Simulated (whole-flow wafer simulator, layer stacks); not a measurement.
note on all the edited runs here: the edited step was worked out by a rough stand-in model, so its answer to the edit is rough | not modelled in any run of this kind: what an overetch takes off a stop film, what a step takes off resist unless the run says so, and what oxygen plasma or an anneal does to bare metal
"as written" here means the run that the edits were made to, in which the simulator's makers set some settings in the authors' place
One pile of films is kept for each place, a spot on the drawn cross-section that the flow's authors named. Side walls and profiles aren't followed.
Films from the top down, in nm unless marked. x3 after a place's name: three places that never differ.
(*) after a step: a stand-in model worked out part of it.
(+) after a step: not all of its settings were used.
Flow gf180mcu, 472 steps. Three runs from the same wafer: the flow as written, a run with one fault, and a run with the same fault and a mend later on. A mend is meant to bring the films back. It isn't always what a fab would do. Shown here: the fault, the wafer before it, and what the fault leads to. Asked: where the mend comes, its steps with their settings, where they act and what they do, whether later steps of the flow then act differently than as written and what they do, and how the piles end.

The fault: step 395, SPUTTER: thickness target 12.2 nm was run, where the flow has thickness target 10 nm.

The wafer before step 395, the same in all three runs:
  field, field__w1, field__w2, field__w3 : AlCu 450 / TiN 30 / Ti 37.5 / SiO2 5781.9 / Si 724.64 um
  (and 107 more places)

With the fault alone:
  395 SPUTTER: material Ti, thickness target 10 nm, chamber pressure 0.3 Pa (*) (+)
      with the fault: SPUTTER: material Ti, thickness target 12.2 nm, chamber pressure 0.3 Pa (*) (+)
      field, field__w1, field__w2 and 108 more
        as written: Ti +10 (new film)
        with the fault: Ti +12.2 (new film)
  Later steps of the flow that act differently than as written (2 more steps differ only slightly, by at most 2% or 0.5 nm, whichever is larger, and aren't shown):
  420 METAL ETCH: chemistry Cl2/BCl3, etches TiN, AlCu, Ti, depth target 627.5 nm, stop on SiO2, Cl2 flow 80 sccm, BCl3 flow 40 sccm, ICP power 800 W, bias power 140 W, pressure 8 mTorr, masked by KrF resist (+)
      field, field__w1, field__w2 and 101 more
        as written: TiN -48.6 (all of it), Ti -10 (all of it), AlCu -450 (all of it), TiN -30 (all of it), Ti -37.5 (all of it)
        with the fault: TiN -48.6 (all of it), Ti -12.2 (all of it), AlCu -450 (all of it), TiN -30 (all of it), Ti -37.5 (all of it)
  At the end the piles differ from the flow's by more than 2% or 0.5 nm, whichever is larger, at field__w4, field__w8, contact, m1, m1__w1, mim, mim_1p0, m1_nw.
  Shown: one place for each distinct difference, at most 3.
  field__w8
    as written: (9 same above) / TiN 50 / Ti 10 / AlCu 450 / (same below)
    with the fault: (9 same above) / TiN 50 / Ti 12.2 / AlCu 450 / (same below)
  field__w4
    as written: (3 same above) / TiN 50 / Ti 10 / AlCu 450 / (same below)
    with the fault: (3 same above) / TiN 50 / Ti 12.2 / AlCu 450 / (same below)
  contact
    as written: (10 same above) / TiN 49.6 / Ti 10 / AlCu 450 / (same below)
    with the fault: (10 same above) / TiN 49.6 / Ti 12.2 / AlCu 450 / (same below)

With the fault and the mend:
  The mend comes after step 395.
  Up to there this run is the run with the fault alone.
  395a METAL ETCH: chemistry Cl2/BCl3, etches TiN, AlCu, Ti, depth target 2.2 nm, Cl2 flow 80 sccm, BCl3 flow 40 sccm, ICP power 800 W, bias power 140 W, pressure 8 mTorr (the flow's step 260 once more, with other settings)
      field, field__w1, field__w2 and 108 more
        Ti -2.2
  No later step of the flow acts differently than as written at any place that is followed.
  At the end the piles are the same as the flow's at every place that both follow.
